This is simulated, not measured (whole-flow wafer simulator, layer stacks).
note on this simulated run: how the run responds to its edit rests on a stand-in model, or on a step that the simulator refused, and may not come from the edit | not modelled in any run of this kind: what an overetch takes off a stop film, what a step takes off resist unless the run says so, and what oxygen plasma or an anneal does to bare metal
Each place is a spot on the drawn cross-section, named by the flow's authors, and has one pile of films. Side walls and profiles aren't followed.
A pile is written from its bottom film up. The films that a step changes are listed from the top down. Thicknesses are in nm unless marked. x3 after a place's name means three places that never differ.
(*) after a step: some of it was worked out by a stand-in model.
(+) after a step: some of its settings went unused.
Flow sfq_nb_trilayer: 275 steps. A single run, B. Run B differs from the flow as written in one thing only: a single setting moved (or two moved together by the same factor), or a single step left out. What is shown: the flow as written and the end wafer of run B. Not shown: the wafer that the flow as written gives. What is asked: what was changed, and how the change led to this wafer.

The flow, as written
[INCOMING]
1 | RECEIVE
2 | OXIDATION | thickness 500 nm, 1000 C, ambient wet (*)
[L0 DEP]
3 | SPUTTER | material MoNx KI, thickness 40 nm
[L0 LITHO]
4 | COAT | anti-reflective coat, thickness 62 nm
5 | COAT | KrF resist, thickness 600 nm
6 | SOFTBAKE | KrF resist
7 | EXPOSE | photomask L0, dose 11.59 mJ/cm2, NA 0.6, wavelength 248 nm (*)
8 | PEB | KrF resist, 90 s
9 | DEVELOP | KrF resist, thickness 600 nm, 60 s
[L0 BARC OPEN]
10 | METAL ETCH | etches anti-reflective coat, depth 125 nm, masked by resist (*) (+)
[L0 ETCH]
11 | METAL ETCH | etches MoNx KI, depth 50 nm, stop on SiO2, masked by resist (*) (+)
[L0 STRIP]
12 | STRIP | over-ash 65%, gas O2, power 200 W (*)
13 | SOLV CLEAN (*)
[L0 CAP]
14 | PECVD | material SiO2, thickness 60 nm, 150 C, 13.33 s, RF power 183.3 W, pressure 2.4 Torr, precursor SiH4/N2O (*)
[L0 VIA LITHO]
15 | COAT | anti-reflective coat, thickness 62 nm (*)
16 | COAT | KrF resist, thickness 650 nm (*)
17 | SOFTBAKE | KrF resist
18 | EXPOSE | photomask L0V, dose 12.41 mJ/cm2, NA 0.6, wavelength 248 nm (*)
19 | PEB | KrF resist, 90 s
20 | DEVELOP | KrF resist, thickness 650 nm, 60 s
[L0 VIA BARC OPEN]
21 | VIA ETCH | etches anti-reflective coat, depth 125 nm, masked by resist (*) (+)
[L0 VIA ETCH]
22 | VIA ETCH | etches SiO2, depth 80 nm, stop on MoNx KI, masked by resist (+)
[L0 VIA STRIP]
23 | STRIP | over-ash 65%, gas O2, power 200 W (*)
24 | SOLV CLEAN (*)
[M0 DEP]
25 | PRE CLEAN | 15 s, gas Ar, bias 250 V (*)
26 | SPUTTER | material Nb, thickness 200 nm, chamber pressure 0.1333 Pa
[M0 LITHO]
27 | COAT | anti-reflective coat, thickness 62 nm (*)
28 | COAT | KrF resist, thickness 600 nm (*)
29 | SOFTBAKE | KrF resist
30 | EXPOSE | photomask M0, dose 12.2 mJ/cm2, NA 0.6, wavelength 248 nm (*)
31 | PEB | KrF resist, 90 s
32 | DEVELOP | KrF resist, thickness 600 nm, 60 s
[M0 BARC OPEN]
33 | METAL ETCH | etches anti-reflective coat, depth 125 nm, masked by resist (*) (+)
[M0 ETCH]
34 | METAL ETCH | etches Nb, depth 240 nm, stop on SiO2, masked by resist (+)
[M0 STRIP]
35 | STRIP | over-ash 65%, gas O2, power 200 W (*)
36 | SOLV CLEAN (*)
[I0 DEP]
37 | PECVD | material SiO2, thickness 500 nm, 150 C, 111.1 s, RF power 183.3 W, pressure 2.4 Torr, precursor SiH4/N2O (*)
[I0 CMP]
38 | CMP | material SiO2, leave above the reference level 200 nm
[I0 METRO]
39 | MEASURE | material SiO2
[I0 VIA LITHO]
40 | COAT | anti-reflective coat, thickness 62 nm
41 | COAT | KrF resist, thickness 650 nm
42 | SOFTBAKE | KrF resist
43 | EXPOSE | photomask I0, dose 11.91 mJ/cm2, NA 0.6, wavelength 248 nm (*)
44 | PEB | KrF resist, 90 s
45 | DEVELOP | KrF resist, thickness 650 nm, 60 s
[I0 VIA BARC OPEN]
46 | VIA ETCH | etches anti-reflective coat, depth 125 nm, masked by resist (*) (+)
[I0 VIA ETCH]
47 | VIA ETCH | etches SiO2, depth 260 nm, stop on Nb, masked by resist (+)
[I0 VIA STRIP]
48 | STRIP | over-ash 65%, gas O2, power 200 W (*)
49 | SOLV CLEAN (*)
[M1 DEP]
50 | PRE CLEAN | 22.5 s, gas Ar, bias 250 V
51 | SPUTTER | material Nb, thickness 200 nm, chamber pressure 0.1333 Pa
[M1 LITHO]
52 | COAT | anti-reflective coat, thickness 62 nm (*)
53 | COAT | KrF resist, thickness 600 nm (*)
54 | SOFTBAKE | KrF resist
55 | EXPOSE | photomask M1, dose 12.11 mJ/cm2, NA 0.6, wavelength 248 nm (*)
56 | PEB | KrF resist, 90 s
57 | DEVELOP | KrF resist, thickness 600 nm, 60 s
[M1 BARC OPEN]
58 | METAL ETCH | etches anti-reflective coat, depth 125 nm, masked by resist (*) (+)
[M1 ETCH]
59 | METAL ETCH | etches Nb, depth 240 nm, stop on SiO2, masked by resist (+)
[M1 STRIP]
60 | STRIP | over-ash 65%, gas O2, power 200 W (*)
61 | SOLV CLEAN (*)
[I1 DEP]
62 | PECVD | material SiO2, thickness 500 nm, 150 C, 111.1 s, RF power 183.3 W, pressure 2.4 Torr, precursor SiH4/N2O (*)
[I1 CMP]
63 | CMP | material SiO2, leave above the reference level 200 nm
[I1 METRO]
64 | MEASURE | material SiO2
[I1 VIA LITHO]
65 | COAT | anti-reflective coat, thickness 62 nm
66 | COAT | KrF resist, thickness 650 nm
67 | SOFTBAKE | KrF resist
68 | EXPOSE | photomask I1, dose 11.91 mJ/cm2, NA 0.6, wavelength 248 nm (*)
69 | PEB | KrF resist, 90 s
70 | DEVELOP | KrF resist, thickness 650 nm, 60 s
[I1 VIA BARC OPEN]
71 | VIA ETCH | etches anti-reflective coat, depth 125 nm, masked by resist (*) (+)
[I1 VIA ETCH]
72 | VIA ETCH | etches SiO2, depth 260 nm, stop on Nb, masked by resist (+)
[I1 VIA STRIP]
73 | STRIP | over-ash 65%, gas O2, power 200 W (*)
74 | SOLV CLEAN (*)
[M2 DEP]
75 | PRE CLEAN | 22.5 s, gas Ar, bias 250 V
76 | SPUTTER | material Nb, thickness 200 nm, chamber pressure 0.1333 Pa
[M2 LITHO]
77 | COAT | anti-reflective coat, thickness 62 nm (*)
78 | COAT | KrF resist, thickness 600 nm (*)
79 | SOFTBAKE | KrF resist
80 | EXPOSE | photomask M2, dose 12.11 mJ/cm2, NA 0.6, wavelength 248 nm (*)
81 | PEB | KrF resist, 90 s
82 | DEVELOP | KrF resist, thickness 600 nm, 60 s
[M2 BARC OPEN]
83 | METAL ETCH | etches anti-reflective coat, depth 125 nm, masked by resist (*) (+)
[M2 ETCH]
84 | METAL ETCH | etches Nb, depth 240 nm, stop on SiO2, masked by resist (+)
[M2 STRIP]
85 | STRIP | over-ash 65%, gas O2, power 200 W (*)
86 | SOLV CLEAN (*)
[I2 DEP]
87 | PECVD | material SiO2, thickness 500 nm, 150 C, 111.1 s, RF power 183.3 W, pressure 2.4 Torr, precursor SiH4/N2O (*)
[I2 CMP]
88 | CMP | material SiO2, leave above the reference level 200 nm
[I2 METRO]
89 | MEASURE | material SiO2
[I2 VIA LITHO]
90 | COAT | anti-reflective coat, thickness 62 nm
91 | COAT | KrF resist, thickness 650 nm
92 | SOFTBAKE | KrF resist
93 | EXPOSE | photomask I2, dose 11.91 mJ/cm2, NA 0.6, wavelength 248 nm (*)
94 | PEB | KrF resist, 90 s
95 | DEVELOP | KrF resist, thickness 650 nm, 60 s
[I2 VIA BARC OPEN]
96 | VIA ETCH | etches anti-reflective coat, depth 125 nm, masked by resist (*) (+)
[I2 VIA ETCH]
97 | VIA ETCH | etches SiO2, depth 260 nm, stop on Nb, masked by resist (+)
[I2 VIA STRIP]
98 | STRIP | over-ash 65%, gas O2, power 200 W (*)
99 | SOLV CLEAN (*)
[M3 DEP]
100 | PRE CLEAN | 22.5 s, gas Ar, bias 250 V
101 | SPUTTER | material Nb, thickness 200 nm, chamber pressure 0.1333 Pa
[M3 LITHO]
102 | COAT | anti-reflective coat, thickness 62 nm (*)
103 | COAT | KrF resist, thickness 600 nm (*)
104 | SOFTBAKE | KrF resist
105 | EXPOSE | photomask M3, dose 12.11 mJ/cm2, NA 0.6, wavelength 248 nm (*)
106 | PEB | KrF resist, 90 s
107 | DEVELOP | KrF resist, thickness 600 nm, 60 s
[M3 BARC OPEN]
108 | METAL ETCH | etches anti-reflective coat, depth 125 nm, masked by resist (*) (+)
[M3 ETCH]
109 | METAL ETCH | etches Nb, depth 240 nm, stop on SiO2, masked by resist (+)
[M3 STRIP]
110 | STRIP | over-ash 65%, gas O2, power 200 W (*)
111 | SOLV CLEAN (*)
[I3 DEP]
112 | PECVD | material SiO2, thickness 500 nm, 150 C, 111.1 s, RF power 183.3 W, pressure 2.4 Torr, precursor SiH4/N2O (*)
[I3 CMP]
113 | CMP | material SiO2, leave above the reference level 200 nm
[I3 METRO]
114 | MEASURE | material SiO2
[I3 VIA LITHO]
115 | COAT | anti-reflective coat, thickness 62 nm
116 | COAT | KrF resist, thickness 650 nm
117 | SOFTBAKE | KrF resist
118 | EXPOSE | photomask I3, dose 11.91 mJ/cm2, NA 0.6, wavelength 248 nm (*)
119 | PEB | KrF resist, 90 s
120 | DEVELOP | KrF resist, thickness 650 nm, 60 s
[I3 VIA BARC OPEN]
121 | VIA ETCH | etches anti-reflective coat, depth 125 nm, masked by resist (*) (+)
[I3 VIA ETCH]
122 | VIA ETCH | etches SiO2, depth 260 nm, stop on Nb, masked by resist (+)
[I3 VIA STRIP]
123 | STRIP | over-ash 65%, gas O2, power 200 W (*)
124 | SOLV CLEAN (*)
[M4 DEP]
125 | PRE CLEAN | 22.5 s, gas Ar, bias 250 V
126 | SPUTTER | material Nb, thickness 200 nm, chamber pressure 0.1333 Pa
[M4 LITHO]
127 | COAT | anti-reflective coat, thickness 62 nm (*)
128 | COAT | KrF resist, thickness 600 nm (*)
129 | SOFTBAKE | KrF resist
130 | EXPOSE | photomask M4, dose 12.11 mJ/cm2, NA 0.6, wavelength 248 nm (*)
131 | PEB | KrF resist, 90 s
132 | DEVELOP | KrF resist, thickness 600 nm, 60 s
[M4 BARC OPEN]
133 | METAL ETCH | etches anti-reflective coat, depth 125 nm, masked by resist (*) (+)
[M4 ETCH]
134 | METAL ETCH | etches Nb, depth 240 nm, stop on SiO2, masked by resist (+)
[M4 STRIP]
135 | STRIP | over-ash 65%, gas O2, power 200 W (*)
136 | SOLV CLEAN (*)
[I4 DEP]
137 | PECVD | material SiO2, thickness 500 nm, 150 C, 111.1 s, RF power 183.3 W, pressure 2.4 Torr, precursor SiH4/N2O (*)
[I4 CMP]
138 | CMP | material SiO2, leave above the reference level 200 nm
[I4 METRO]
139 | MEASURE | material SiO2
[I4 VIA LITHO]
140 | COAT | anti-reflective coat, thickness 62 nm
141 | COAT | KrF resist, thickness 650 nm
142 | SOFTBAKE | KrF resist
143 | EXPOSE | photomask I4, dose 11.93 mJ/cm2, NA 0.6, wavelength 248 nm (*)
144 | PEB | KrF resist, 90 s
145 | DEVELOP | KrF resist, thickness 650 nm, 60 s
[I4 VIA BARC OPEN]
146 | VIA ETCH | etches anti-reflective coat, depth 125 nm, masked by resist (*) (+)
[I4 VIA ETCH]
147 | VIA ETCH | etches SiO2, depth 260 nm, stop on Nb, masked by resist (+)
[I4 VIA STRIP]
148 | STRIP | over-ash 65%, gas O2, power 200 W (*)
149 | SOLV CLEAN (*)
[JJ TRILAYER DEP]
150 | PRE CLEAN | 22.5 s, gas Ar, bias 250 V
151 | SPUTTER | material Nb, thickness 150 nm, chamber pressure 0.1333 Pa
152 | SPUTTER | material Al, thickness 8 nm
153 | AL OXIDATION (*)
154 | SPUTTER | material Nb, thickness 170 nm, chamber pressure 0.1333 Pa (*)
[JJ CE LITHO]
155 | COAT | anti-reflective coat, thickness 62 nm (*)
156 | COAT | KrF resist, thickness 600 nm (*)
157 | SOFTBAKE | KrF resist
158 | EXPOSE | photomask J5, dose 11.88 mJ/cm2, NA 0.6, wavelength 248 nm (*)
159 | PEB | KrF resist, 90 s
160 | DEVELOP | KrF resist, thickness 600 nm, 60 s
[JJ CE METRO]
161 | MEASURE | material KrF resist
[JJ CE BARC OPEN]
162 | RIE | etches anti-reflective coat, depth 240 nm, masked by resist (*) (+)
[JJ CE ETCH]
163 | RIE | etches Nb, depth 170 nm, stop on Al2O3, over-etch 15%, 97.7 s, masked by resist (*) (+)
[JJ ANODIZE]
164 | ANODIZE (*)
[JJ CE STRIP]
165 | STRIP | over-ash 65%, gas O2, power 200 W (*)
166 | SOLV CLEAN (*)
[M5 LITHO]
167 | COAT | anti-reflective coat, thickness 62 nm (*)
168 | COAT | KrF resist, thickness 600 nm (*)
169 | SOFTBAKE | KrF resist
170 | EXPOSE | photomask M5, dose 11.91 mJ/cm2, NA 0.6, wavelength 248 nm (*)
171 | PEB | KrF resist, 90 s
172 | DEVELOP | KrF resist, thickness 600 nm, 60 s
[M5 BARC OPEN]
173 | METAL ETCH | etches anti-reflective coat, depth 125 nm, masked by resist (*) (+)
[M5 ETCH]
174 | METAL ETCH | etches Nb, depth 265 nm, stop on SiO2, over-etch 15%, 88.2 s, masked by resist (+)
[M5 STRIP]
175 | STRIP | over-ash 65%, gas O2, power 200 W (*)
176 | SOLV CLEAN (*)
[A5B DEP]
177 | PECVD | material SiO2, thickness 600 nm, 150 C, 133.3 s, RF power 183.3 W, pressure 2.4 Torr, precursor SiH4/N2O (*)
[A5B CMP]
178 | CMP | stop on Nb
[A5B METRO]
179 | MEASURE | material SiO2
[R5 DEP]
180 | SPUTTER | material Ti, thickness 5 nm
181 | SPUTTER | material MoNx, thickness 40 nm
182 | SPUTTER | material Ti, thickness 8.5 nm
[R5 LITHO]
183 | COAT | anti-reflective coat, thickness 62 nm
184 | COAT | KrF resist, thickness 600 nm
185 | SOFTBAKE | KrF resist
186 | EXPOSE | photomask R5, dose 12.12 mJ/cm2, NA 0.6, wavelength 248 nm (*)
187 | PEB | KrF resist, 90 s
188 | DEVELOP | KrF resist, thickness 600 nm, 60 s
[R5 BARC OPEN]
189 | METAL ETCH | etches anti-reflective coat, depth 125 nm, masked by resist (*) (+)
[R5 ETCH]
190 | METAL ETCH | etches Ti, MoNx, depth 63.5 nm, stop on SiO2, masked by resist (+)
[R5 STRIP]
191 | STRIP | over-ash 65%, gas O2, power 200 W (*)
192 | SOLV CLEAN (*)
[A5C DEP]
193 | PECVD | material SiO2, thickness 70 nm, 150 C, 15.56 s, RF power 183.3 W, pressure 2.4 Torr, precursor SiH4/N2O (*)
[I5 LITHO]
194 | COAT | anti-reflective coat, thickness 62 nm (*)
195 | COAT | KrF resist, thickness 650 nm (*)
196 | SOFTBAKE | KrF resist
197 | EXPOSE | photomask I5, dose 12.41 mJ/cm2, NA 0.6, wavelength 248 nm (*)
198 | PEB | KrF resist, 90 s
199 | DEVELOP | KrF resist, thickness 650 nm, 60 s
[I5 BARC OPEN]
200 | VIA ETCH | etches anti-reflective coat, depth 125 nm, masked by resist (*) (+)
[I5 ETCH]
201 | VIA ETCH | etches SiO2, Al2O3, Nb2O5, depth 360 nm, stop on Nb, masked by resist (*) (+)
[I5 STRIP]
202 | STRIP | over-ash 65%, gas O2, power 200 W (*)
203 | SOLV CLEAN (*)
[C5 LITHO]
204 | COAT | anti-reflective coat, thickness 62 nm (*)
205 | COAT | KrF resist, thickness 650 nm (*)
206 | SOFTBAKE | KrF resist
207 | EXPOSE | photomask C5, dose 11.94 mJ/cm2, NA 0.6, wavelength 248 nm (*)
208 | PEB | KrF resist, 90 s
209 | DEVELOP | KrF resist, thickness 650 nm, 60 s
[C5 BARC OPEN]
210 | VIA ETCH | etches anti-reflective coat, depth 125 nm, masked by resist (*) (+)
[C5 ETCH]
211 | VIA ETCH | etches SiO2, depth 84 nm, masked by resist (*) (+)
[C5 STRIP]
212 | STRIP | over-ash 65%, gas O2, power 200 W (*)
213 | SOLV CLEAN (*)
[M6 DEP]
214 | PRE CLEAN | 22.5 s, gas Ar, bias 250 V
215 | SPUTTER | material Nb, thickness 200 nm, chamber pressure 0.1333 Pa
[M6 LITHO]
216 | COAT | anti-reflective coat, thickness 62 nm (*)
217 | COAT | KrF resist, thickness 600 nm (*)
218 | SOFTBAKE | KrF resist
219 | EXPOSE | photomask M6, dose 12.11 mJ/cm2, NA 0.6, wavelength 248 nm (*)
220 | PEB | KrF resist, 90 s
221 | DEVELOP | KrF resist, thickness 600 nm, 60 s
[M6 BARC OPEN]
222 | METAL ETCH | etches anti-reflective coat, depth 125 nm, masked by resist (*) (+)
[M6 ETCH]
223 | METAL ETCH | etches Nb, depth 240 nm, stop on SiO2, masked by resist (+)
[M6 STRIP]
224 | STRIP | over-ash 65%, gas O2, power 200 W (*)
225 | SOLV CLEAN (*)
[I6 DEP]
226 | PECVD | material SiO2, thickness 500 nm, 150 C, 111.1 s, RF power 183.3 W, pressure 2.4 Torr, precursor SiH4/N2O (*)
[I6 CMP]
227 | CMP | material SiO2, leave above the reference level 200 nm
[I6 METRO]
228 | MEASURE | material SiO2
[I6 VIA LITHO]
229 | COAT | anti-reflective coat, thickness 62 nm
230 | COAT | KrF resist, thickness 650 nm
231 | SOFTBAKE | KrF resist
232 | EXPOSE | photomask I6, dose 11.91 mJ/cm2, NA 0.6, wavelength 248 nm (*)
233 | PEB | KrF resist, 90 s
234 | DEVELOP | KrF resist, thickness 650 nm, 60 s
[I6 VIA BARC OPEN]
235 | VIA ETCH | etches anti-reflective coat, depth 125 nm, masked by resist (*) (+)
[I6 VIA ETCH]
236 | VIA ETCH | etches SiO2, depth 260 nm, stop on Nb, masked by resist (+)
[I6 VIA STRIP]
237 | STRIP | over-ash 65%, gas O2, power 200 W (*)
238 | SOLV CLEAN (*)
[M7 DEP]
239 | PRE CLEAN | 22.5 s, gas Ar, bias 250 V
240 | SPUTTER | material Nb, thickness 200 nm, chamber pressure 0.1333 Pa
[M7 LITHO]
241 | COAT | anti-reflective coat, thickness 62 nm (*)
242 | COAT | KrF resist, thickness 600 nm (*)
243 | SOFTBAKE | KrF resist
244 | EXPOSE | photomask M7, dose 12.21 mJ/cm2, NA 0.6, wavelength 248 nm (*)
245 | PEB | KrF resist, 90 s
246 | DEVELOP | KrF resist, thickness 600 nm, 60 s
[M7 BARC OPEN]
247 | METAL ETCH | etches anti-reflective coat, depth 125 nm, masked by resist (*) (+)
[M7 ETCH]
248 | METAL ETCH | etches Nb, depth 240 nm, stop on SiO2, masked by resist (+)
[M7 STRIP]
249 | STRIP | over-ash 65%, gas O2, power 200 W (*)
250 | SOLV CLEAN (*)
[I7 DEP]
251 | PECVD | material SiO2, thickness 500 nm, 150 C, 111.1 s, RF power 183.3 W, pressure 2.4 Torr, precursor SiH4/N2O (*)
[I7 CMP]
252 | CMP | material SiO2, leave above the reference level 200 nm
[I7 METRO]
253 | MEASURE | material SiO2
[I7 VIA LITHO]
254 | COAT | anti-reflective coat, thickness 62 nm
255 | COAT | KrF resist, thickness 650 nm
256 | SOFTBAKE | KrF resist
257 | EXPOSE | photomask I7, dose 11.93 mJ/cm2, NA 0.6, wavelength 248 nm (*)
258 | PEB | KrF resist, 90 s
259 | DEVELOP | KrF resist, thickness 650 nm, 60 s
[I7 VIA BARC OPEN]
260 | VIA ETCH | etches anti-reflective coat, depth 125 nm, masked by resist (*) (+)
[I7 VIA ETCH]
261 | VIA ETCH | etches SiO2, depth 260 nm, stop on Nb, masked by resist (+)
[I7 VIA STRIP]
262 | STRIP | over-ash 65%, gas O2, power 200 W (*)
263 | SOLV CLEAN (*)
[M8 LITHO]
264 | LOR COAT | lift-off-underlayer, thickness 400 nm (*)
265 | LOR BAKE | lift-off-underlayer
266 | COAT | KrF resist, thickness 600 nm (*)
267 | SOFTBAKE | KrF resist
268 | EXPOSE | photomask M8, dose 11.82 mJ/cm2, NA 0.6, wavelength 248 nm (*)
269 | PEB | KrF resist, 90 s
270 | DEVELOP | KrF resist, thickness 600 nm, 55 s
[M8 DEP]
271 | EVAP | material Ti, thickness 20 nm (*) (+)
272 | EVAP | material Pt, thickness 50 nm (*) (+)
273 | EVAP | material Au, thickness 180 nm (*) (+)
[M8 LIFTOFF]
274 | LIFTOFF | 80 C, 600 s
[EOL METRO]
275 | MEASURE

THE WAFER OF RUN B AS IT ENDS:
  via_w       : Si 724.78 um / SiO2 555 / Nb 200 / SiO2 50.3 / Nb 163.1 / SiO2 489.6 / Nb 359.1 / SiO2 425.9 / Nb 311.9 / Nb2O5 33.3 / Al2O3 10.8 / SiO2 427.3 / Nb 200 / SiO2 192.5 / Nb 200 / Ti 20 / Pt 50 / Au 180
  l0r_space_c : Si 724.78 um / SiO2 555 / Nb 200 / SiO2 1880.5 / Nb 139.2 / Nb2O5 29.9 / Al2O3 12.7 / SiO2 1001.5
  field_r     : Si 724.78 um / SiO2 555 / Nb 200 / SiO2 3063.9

Cause: step 38, CMP: leave above the reference level 318 nm was run, though the flow has leave above the reference level 200 nm.

The path from the change to this, step by step:
  38 | CMP | material SiO2, leave above the reference level 200 nm
      v_sur, via_wl, via_w and 94 more: SiO2 loses 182 (it would be, as written: SiO2 loses 300)
      field_l, l0_sur, l0r_line_l, l0r_line_c, l0r_line_r: SiO2 loses 222 (it would be, as written: SiO2 loses 340)
      (as well as at 4 more places)
  47 | VIA ETCH | etches SiO2, depth 260 nm, stop on Nb, masked by resist (+)
      via_w: SiO2 loses 260 (it would be, as written: SiO2 loses 199.8 (all of it))
  50 | PRE CLEAN | 22.5 s, gas Ar, bias 250 V
      via_w: SiO2 loses 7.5 (it would be, as written: Nb loses 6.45)
  51 | SPUTTER | material Nb, thickness 200 nm, chamber pressure 0.1333 Pa
      via_w: Nb gains 163.1 (new film) (it would be, as written: Nb gains 174.5)
  52 | COAT | anti-reflective coat, thickness 62 nm (*)
      via_w: anti-reflective coat gains 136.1 (new film) (it would be, as written: anti-reflective coat gains 123.1 (new film))
      via_wr: anti-reflective coat gains 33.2 (new film) (it would be, as written: anti-reflective coat gains 34.9 (new film))
  53 | COAT | KrF resist, thickness 600 nm (*)
      via_w: KrF resist gains 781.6 (new film) (it would be, as written: KrF resist gains 731.8 (new film))
  60 | STRIP | over-ash 65%, gas O2, power 200 W (*)
      via_w: KrF resist loses 563.6 (all of it), anti-reflective coat loses 136.1 (all of it) (it would be, as written: KrF resist loses 513.8 (all of it), anti-reflective coat loses 123.1 (all of it))
      via_wr: KrF resist loses 378.6 (all of it), anti-reflective coat loses 33.2 (all of it) (it would be, as written: KrF resist loses 384.4 (all of it), anti-reflective coat loses 34.9 (all of it))
  62 | PECVD | material SiO2, thickness 500 nm, 150 C, 111.1 s, RF power 183.3 W, pressure 2.4 Torr, precursor SiH4/N2O (*)
      via_w: SiO2 gains 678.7 (new film) (it would be, as written: SiO2 gains 606 (new film))
Taking metal films that touch as one body, via_w has 6 bodies (between them, from the top down: SiO2 192.5; SiO2 427.3 / Al2O3 10.8 / Nb2O5 33.3; SiO2 425.9; SiO2 489.6; SiO2 50.3); the flow as written gives 5 bodies (between them, from the top down: SiO2 192.5; SiO2 427.3 / Al2O3 10.8 / Nb2O5 33.3; SiO2 425.9; SiO2 416.9).
